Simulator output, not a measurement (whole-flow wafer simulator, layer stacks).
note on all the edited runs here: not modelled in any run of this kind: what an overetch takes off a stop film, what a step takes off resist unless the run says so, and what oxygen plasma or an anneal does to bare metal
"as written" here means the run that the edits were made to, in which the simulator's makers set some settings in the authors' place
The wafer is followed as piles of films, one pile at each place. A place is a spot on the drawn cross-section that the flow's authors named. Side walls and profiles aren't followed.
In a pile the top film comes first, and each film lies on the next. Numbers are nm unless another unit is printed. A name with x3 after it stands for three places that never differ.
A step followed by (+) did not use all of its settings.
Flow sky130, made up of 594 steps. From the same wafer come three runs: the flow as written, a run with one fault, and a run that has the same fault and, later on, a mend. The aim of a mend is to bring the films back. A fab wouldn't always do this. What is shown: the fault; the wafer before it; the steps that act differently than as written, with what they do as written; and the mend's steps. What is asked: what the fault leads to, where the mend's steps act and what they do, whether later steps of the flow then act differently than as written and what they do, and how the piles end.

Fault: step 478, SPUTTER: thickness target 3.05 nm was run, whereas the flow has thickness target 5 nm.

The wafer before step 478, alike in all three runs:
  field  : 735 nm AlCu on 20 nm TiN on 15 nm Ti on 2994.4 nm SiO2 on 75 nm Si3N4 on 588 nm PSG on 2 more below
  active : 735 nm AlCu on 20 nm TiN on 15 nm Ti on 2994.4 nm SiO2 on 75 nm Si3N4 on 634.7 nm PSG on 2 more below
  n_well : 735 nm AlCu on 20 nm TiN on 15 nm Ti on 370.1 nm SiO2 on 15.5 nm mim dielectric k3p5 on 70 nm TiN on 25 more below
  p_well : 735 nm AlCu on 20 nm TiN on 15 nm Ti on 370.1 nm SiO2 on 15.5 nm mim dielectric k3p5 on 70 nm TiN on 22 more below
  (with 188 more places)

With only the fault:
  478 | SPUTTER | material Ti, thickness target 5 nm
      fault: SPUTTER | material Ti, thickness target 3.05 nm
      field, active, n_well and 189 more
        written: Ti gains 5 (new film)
        fault: Ti gains 3.05 (new film)
  Steps further on in the flow that do not act as written (not shown: 12 more steps that differ only slightly, by at most 2% or 0.5 nm, whichever is larger):
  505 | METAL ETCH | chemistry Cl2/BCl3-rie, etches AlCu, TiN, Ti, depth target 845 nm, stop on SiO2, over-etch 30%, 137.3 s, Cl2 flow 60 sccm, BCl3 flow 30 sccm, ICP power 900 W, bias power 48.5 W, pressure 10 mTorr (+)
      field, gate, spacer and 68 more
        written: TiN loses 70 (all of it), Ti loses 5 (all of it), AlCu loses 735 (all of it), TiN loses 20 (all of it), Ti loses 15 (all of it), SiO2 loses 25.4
        fault: TiN loses 70 (all of it), Ti loses 3.05 (all of it), AlCu loses 735 (all of it), TiN loses 20 (all of it), Ti loses 15 (all of it), SiO2 loses 25.5
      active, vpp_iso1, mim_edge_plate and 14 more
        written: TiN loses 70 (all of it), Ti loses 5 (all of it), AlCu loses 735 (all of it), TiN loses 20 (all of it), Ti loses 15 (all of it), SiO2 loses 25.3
        fault: TiN loses 70 (all of it), Ti loses 3.05 (all of it), AlCu loses 735 (all of it), TiN loses 20 (all of it), Ti loses 15 (all of it), SiO2 loses 25.5
  By the end, the piles at n_well, p_well, gate_hv and 102 more depart from the flow's by more than 2% or 0.5 nm, whichever is larger.
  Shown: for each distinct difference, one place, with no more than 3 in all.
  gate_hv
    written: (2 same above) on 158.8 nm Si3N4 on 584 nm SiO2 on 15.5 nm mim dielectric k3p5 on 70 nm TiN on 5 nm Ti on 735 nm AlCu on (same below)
    fault: (2 same above) on 158.8 nm Si3N4 on 585.9 nm SiO2 on 15.5 nm mim dielectric k3p5 on 70 nm TiN on 3.05 nm Ti on 735 nm AlCu on (same below)
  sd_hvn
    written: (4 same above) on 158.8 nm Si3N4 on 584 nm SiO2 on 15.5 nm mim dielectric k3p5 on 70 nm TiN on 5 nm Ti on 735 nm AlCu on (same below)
    fault: (4 same above) on 158.8 nm Si3N4 on 585.9 nm SiO2 on 15.5 nm mim dielectric k3p5 on 70 nm TiN on 3.05 nm Ti on 735 nm AlCu on (same below)
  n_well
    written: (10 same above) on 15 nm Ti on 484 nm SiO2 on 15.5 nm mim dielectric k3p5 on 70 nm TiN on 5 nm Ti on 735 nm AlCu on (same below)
    fault: (10 same above) on 15 nm Ti on 486 nm SiO2 on 15.5 nm mim dielectric k3p5 on 70 nm TiN on 3.05 nm Ti on 735 nm AlCu on (same below)

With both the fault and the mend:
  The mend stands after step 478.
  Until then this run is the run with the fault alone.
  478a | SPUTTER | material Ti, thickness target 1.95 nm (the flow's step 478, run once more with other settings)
      field, active, n_well and 189 more
        Ti gains 1.95
  None of the later steps of the flow acts differently than as written at any place that is followed.
  At every place that both follow, the piles at the end match the flow's.
